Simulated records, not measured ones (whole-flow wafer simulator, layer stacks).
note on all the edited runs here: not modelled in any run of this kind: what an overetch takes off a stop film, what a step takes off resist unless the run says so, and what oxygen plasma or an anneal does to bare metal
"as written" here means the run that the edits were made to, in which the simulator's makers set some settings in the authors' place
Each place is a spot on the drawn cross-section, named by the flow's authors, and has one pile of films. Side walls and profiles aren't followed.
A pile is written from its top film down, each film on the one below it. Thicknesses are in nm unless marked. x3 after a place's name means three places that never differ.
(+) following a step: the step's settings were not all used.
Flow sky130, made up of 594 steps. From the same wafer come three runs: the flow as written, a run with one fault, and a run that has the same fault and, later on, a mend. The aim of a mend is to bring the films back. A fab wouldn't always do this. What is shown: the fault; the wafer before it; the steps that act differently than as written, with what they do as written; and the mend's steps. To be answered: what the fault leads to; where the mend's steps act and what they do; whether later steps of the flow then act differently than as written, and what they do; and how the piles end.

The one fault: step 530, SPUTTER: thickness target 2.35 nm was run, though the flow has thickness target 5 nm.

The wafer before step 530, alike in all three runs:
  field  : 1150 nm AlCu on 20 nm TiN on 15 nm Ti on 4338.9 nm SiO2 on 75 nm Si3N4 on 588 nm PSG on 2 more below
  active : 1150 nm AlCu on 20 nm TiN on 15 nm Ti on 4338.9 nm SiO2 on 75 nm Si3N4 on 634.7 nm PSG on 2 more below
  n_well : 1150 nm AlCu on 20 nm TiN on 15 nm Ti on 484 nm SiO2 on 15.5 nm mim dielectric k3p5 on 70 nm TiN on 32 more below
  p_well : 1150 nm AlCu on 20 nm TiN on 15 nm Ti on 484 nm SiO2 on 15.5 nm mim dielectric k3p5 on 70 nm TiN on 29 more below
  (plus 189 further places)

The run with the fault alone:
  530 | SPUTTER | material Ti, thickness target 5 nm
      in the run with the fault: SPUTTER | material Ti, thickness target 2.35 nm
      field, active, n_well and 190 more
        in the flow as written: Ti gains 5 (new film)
        in the run with the fault: Ti gains 2.35 (new film)
  Steps further on in the flow that do not act as written (21 more steps, not shown, differ only slightly: by at most 2% or 0.5 nm, whichever is larger):
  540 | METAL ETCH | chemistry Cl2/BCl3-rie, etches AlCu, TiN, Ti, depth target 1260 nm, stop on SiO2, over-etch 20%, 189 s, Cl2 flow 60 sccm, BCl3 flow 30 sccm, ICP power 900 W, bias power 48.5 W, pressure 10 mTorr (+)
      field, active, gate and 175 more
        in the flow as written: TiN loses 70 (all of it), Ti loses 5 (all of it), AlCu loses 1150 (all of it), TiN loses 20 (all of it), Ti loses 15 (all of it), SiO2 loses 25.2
        in the run with the fault: TiN loses 70 (all of it), Ti loses 2.35 (all of it), AlCu loses 1150 (all of it), TiN loses 20 (all of it), Ti loses 15 (all of it), SiO2 loses 25.5
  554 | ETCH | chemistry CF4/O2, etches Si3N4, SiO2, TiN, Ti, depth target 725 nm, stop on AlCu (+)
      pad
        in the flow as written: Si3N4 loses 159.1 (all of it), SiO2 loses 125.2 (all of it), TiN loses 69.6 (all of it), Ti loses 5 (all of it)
        in the run with the fault: Si3N4 loses 159.1 (all of it), SiO2 loses 125.2 (all of it), TiN loses 69.6 (all of it), Ti loses 2.35 (all of it)
  At n_well, p_well, sd_n and 11 more, the piles at the end differ from the flow's by more than 2% or 0.5 nm, whichever is larger.
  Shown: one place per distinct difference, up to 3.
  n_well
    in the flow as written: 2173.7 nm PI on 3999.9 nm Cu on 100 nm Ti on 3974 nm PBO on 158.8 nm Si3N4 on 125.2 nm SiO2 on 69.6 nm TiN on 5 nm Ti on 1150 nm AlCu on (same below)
    in the run with the fault: 2174 nm PI on 3999.9 nm Cu on 100 nm Ti on 3975.9 nm PBO on 158.8 nm Si3N4 on 125.2 nm SiO2 on 69.6 nm TiN on 2.35 nm Ti on 1150 nm AlCu on (same below)
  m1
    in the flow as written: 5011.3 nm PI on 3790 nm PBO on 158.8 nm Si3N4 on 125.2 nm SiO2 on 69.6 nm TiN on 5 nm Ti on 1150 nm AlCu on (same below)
    in the run with the fault: 5011.4 nm PI on 3792.2 nm PBO on 158.8 nm Si3N4 on 125.2 nm SiO2 on 69.6 nm TiN on 2.35 nm Ti on 1150 nm AlCu on (same below)
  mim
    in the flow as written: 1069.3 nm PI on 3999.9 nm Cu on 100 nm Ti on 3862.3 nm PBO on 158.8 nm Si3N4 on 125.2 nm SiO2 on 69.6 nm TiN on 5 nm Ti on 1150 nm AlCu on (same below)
    in the run with the fault: 1069.6 nm PI on 3999.9 nm Cu on 100 nm Ti on 3864.3 nm PBO on 158.8 nm Si3N4 on 125.2 nm SiO2 on 69.6 nm TiN on 2.35 nm Ti on 1150 nm AlCu on (same below)

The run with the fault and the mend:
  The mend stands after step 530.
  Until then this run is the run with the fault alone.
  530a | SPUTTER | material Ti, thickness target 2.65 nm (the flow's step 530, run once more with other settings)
      field, active, n_well and 190 more
        Ti gains 2.65
  None of the later steps of the flow acts differently than as written at any place that is followed.
  The piles end the same as the flow's at every place that both follow.
